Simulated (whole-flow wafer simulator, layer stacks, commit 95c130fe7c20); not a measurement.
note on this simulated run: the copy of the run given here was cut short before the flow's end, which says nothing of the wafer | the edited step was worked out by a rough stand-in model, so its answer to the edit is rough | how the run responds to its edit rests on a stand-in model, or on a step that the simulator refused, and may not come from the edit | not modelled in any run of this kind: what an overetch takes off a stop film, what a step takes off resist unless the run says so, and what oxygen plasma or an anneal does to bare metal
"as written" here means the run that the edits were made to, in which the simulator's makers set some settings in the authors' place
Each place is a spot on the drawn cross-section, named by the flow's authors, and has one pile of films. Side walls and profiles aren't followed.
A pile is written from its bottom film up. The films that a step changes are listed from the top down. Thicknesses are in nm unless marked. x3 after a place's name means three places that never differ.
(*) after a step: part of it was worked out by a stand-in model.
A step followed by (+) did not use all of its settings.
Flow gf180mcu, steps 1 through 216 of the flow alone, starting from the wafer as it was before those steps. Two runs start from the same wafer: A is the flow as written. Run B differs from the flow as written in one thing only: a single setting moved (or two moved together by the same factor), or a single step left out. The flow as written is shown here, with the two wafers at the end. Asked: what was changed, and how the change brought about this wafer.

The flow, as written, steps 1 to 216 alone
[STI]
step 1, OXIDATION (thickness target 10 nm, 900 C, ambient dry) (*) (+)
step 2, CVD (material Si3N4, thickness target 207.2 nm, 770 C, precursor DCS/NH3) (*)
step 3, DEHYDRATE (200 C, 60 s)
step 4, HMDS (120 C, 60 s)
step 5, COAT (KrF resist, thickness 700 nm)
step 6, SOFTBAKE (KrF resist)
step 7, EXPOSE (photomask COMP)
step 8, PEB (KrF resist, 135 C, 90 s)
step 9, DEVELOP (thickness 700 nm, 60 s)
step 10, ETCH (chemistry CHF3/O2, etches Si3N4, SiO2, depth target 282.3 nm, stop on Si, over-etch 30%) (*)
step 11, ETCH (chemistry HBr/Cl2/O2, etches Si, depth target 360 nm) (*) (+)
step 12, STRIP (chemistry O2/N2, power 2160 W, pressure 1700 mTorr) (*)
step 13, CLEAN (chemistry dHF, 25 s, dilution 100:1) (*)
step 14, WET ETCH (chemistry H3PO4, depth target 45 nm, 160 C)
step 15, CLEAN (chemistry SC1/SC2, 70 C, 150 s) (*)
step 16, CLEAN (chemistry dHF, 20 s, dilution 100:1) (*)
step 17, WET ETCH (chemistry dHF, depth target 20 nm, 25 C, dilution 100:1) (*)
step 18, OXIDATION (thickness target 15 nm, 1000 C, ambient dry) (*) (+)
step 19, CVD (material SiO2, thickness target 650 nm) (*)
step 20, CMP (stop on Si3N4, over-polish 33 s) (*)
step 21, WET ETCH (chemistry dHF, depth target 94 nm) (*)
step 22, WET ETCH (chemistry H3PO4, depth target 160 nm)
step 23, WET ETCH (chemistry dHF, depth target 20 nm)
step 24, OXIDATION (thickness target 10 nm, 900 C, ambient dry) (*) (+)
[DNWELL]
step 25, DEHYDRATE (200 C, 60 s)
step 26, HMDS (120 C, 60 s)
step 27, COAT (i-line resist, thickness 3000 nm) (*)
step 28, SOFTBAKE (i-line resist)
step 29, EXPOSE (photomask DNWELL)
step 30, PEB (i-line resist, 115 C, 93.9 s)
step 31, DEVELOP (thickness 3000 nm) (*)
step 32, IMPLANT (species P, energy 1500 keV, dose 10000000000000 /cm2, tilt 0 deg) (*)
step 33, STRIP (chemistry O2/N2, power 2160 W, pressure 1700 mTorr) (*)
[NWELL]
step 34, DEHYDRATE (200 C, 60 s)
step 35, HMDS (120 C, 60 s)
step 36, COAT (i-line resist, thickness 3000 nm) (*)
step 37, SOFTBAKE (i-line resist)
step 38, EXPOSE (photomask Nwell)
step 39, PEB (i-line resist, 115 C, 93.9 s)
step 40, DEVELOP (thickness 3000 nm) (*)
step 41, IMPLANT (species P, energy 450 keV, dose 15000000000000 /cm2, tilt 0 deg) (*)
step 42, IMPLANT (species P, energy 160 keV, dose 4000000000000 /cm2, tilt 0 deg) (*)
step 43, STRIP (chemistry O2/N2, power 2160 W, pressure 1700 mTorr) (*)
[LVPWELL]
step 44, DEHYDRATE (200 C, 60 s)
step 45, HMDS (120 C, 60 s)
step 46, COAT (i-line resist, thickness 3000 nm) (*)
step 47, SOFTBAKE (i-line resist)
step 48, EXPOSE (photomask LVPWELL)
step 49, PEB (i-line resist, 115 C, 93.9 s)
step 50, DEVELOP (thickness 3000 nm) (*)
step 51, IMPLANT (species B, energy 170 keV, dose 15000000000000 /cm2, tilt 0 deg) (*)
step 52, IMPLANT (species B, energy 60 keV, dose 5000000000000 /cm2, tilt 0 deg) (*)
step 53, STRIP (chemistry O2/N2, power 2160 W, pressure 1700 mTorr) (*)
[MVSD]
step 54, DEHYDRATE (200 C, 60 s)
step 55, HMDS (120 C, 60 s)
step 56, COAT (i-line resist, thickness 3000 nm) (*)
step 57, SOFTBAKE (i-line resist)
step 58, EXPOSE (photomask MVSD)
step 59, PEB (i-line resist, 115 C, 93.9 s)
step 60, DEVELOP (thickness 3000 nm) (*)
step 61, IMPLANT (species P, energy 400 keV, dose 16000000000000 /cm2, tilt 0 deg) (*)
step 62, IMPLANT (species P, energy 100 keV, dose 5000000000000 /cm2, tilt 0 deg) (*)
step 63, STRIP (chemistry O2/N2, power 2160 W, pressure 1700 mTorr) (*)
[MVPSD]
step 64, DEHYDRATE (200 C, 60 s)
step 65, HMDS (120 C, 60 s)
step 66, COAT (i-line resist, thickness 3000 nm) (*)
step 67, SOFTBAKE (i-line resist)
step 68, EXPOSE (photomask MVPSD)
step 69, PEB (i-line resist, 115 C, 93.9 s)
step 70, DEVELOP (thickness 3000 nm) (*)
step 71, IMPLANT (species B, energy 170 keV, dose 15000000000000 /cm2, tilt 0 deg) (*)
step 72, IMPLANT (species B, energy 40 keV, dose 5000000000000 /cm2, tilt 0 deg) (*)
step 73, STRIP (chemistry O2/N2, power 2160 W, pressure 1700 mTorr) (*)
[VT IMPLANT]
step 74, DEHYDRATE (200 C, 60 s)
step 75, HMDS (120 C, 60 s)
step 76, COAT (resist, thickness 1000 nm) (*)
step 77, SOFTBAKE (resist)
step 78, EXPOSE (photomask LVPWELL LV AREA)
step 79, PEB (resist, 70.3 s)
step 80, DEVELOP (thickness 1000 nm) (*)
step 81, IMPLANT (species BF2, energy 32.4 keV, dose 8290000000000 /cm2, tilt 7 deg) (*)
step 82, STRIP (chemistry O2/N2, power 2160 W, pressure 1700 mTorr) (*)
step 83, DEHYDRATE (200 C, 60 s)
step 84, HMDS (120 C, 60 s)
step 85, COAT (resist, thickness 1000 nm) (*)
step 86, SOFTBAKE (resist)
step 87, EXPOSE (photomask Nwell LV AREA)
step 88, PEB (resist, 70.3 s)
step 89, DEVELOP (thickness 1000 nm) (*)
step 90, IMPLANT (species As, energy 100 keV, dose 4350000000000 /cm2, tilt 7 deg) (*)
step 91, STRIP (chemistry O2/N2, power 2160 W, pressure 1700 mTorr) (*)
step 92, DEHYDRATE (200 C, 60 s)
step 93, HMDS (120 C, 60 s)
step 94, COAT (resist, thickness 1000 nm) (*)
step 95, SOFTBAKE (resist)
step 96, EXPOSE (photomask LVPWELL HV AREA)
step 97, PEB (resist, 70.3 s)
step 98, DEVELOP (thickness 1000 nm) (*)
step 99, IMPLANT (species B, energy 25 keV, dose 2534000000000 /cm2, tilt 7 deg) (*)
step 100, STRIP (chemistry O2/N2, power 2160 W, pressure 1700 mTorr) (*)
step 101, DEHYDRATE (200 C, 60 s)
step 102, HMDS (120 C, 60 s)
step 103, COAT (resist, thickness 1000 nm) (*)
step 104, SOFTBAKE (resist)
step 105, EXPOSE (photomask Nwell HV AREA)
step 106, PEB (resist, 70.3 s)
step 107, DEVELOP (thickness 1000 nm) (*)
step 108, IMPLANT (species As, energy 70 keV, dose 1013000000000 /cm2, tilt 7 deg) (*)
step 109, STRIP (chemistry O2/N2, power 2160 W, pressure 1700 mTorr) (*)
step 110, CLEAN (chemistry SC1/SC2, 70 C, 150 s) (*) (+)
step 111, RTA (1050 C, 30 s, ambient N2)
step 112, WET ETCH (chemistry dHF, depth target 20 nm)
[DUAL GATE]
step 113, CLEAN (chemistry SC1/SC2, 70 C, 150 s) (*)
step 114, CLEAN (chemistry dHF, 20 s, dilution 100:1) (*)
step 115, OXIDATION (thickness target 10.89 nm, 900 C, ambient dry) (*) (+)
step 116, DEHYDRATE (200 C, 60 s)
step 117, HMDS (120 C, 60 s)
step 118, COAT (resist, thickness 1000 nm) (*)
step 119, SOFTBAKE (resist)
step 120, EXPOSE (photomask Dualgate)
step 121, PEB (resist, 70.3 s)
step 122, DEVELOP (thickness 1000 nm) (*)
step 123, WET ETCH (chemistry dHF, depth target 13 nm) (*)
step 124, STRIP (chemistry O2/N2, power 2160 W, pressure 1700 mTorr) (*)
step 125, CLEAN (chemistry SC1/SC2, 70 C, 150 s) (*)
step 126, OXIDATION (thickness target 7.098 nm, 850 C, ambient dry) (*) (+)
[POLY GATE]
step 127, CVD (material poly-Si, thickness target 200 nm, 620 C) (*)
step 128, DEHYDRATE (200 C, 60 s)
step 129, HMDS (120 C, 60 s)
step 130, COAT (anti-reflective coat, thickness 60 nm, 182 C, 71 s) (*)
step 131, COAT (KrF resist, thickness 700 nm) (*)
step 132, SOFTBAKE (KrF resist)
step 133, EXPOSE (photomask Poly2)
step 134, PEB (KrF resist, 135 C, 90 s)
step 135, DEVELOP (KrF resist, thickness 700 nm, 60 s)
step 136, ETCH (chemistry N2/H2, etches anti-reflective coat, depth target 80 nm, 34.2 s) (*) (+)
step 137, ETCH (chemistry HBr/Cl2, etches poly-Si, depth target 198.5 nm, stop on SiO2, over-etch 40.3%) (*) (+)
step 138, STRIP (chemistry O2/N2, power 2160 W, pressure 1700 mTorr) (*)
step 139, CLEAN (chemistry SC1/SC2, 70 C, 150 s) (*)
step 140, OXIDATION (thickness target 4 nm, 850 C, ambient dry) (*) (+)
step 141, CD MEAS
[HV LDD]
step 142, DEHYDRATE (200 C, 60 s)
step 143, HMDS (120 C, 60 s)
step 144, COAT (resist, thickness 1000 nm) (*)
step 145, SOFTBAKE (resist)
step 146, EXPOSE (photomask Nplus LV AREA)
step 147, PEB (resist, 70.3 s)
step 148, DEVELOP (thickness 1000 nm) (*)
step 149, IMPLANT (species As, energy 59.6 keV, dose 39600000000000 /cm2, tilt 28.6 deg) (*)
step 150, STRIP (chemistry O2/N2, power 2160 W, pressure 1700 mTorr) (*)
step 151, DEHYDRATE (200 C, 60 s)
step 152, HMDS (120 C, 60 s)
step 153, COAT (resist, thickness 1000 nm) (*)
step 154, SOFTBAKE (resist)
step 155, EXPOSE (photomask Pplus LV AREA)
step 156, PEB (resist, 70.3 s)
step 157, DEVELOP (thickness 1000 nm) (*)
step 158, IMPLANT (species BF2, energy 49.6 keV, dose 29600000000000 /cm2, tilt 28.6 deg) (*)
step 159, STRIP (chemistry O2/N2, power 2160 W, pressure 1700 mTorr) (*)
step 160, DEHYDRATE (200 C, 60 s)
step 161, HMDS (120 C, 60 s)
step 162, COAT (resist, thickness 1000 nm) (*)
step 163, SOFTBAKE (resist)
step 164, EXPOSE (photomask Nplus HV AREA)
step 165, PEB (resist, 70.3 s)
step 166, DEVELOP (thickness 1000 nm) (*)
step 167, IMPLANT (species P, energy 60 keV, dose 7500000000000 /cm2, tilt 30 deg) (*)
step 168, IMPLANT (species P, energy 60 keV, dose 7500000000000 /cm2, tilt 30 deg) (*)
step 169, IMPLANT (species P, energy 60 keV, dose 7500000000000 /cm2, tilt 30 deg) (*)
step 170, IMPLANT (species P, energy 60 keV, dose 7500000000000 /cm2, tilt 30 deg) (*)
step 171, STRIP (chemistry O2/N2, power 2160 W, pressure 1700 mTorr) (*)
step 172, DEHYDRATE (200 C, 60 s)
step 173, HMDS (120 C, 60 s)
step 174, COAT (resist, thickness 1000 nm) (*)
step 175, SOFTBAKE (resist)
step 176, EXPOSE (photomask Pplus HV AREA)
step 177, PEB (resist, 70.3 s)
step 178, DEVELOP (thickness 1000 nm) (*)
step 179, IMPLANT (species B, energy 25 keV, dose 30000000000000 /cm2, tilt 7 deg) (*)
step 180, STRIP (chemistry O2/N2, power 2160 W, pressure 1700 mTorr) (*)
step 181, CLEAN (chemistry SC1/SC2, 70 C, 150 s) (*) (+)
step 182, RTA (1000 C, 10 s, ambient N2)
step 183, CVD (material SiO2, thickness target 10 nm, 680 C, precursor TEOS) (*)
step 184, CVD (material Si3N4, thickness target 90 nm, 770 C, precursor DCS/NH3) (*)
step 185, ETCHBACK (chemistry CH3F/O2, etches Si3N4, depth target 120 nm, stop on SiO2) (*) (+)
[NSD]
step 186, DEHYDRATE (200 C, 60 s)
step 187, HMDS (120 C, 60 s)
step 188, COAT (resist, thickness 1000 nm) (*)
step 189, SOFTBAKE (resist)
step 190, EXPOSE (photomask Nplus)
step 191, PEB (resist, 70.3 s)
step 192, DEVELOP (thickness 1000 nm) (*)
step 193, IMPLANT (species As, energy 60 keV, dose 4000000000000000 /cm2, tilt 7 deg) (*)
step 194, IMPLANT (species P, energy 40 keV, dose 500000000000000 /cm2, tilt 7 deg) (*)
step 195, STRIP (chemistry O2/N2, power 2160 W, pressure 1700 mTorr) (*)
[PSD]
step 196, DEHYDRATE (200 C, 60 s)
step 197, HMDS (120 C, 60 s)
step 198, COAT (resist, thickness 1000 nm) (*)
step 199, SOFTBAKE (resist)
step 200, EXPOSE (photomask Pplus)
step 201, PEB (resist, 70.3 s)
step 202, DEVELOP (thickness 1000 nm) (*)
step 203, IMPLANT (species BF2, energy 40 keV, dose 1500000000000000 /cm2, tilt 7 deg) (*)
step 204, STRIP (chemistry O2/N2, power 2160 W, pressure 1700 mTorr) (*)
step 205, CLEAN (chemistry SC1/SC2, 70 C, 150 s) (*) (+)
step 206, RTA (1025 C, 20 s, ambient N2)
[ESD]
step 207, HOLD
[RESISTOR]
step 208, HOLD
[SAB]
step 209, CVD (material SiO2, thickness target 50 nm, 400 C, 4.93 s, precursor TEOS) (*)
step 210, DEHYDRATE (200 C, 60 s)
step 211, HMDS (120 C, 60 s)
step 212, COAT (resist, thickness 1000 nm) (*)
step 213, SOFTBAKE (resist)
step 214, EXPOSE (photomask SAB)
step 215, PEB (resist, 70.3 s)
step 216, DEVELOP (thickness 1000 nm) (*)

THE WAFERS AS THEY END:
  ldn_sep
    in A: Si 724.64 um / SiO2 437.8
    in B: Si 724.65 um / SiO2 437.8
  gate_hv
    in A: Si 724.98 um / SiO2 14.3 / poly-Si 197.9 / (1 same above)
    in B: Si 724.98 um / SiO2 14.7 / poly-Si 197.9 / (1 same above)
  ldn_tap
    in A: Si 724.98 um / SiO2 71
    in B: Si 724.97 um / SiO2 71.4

The reason: step 1, OXIDATION: 1035 C was run, while the flow as written has 900 C.

How this came from the change, step by step:
  step 1, OXIDATION (thickness target 10 nm, 900 C, ambient dry) (*) (+)
      field, field_sub, active and 77 more: A +10 SiO2 (new film), -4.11 Si | B +38.3 SiO2 (new film), -16.6 Si
  step 10, ETCH (chemistry CHF3/O2, etches Si3N4, SiO2, depth target 282.3 nm, stop on Si, over-etch 30%) (*)
      field, field_sub, sti and 34 more: A -207.2 Si3N4 (all of it), -10 SiO2 (all of it), -13 Si | B -207.2 Si3N4 (all of it), -38.3 SiO2 (all of it), -7.37 Si
  step 11, ETCH (chemistry HBr/Cl2/O2, etches Si, depth target 360 nm) (*) (+)
      active, n_well, p_well and 40 more: A -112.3 KrF resist | B -104.8 KrF resist
      field, field_sub, sti and 34 more: A -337 Si | B -314.3 Si
  step 12, STRIP (chemistry O2/N2, power 2160 W, pressure 1700 mTorr) (*)
      active, n_well, p_well and 40 more: A -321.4 KrF resist (all of it) | B -328.9 KrF resist (all of it)
  step 23, WET ETCH (chemistry dHF, depth target 20 nm)
      active, n_well, p_well and 40 more: A -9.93 SiO2 (all of it) | B -20 SiO2
  step 24, OXIDATION (thickness target 10 nm, 900 C, ambient dry) (*) (+)
      active, n_well, p_well and 40 more: A +10 SiO2 (new film), -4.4 Si | B +5.76 SiO2, -2.54 Si
  step 28, SOFTBAKE (i-line resist)
      ldn_fp, ldn_drn: A +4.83 i-line resist | B +6.32 i-line resist
      field: A +2.45 i-line resist | B +3.35 i-line resist
      (also at 38 further places)
  step 37, SOFTBAKE (i-line resist)
      ldn_fp, ldn_drn: A +4.83 i-line resist | B +6.32 i-line resist
      field: A +2.45 i-line resist | B +3.35 i-line resist
      (also at 38 further places)
  step 47, SOFTBAKE (i-line resist)
      ldn_fp, ldn_drn: A +4.83 i-line resist | B +6.32 i-line resist
      field: A +2.45 i-line resist | B +3.35 i-line resist
      (also at 38 further places)
  step 57, SOFTBAKE (i-line resist)
      ldn_fp, ldn_drn: A +4.83 i-line resist | B +6.32 i-line resist
      field: A +2.45 i-line resist | B +3.35 i-line resist
      (also at 38 further places)
  step 67, SOFTBAKE (i-line resist)
      ldn_fp, ldn_drn: A +4.83 i-line resist | B +6.32 i-line resist
      field: A +2.45 i-line resist | B +3.35 i-line resist
      (also at 38 further places)
  step 77, SOFTBAKE (resist)
      field_sub__w2: A -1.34 resist | B -1.85 resist
      gate_p_hv: A +1.75 resist | B +2.4 resist
      (also at 2 further places)
  step 86, SOFTBAKE (resist)
      field_sub__w2: A -1.34 resist | B -1.85 resist
      gate_p_hv: A +1.75 resist | B +2.4 resist
      (also at 2 further places)
  step 95, SOFTBAKE (resist)
      field_sub__w2: A -1.34 resist | B -1.85 resist
      gate_p_hv: A +1.75 resist | B +2.4 resist
      (also at 2 further places)
  step 104, SOFTBAKE (resist)
      field_sub__w2: A -1.34 resist | B -1.85 resist
      gate_p_hv: A +1.75 resist | B +2.4 resist
      (also at 2 further places)
  step 112, WET ETCH (chemistry dHF, depth target 20 nm)
      active, n_well, p_well and 40 more: A -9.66 SiO2 (all of it) | B -20 SiO2
  ... 41 further steps ...
  step 216, DEVELOP (thickness 1000 nm) (*)
      p_well, sd_n: A -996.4 resist (all of it) | B -1018.2 resist (all of it)
      spacer: A -905.1 resist (all of it) | B -926.7 resist (all of it)
      (also at 1 further place)
